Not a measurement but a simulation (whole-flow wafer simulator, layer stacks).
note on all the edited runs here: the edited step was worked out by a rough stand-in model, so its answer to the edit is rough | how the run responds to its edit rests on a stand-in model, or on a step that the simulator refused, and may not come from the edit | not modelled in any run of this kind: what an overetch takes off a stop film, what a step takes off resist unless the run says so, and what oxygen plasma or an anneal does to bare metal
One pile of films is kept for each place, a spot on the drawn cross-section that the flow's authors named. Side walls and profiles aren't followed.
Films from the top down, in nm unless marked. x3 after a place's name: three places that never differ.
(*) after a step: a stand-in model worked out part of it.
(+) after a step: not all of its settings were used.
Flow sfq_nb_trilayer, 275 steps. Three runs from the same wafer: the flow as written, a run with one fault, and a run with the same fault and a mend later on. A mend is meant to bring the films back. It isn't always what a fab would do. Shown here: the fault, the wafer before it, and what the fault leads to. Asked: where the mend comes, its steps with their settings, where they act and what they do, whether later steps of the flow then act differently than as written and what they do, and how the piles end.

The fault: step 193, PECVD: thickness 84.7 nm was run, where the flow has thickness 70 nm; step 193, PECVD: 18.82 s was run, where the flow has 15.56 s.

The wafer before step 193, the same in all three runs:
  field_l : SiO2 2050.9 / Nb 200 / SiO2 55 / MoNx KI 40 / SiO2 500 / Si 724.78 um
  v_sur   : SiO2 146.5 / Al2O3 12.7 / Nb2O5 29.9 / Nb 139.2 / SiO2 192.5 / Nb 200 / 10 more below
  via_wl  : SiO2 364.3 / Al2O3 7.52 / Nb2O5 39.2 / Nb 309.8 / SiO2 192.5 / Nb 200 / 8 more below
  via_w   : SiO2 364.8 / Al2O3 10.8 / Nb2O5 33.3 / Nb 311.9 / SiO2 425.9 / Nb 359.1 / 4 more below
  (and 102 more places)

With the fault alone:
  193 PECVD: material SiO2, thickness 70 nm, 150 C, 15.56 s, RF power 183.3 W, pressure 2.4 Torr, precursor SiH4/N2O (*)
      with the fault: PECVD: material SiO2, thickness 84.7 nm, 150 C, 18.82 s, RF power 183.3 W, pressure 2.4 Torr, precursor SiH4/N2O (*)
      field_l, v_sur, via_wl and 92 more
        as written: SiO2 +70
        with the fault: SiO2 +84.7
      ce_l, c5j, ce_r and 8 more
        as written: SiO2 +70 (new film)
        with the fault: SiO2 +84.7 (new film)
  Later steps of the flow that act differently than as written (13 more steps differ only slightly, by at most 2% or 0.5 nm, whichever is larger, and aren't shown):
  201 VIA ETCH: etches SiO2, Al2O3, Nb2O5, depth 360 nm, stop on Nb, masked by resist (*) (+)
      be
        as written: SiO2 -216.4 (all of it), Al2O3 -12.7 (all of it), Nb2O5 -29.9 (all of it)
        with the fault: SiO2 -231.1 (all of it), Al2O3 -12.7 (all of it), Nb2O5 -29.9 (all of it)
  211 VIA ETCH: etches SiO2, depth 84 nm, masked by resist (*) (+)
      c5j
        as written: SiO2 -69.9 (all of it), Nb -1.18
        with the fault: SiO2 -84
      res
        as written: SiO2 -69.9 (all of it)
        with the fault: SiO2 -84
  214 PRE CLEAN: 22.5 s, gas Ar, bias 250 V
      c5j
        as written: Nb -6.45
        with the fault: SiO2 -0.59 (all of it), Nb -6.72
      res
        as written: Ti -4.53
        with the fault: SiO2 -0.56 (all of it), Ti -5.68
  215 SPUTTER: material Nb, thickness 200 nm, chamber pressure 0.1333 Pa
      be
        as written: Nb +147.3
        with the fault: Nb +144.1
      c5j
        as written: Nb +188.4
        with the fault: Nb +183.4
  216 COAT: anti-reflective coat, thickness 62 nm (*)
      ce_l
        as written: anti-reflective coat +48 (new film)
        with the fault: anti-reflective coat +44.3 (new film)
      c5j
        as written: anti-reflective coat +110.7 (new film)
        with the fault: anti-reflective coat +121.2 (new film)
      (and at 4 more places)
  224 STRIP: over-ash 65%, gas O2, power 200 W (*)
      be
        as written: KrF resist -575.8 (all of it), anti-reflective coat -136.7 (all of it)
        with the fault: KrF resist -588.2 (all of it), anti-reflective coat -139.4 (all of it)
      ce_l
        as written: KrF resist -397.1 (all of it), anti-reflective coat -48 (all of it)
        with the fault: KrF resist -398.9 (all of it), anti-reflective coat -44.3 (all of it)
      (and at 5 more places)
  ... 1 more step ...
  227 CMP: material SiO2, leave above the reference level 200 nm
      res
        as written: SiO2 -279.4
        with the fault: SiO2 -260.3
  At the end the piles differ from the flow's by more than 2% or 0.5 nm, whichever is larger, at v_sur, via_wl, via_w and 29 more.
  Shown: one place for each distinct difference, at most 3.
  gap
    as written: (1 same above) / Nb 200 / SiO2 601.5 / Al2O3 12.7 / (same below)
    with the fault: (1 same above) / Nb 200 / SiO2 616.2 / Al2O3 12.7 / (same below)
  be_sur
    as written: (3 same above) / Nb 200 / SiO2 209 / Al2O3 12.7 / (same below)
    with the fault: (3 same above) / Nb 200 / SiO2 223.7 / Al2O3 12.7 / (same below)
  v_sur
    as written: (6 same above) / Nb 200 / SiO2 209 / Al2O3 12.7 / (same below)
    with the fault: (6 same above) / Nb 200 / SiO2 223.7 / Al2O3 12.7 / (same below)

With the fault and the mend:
  The mend comes after step 199.
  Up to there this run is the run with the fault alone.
  199a STRIP: over-ash 65%, gas O2, power 200 W (*)
      p4_fl x3, p4_w1 x9, p4_g1 x2 and 33 more
        KrF resist -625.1 (all of it), anti-reflective coat -62 (all of it)
      wl_b_m5, wl_b_sr, wl_c_sl and 12 more
        KrF resist -625 (all of it), anti-reflective coat -62 (all of it)
      field_l, v_sur, via_wl, via_w
        KrF resist -625.7 (all of it), anti-reflective coat -62.2 (all of it)
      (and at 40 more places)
  199b VIA ETCH: etches SiO2, depth 14.7 nm
      field_l, v_sur, via_wl and 103 more
        SiO2 -14.7
  199c COAT: anti-reflective coat, thickness 62 nm (*) (the flow's step 194 once more)
      p4_fl x3, p4_w1 x9, p4_g1 x2 and 50 more
        anti-reflective coat +62 (new film)
      via_wr, via_sp, via_v, wire, lsp_r, l0_sur, l0v
        anti-reflective coat +62.3 (new film)
      be, be_sur, gap, lsp_m, ln_m6
        anti-reflective coat +62.4 (new film)
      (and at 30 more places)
  199d COAT: KrF resist, thickness 650 nm (*) (the flow's step 195 once more)
      p4_fl x3, p4_w1 x9, p4_g1 x2 and 33 more
        KrF resist +650 (new film)
      wl_b_m5, wl_b_sr, wl_c_sl and 12 more
        KrF resist +649.9 (new film)
      field_l, v_sur, via_wl, via_w
        KrF resist +650.6 (new film)
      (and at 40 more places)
  199e SOFTBAKE: KrF resist (the flow's step 196 once more)
      changes no film at any place that is followed
  199f EXPOSE: photomask I5, dose 12.41 mJ/cm2, NA 0.6, wavelength 248 nm (*) (the flow's step 197 once more)
      changes no film at any place that is followed
  199g PEB: KrF resist, 90 s (the flow's step 198 once more)
      field_l, v_sur, via_wl and 87 more
        KrF resist -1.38
      jj_sur, ce_l, sp_r, moat, field_r, wl_jj
        KrF resist -1.39
      be_r, r_sur, res, r_end
        KrF resist -1.33
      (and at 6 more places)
  199h DEVELOP: KrF resist, thickness 650 nm, 60 s (the flow's step 199 once more)
      field_l, v_sur, via_wl and 102 more
        KrF resist -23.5
      be
        KrF resist -649.8 (all of it)
  No later step of the flow acts differently than as written, at any place that is followed, by more than 2% or 0.5 nm, whichever is larger.
  At the end the piles are the same as the flow's at every place that both follow.
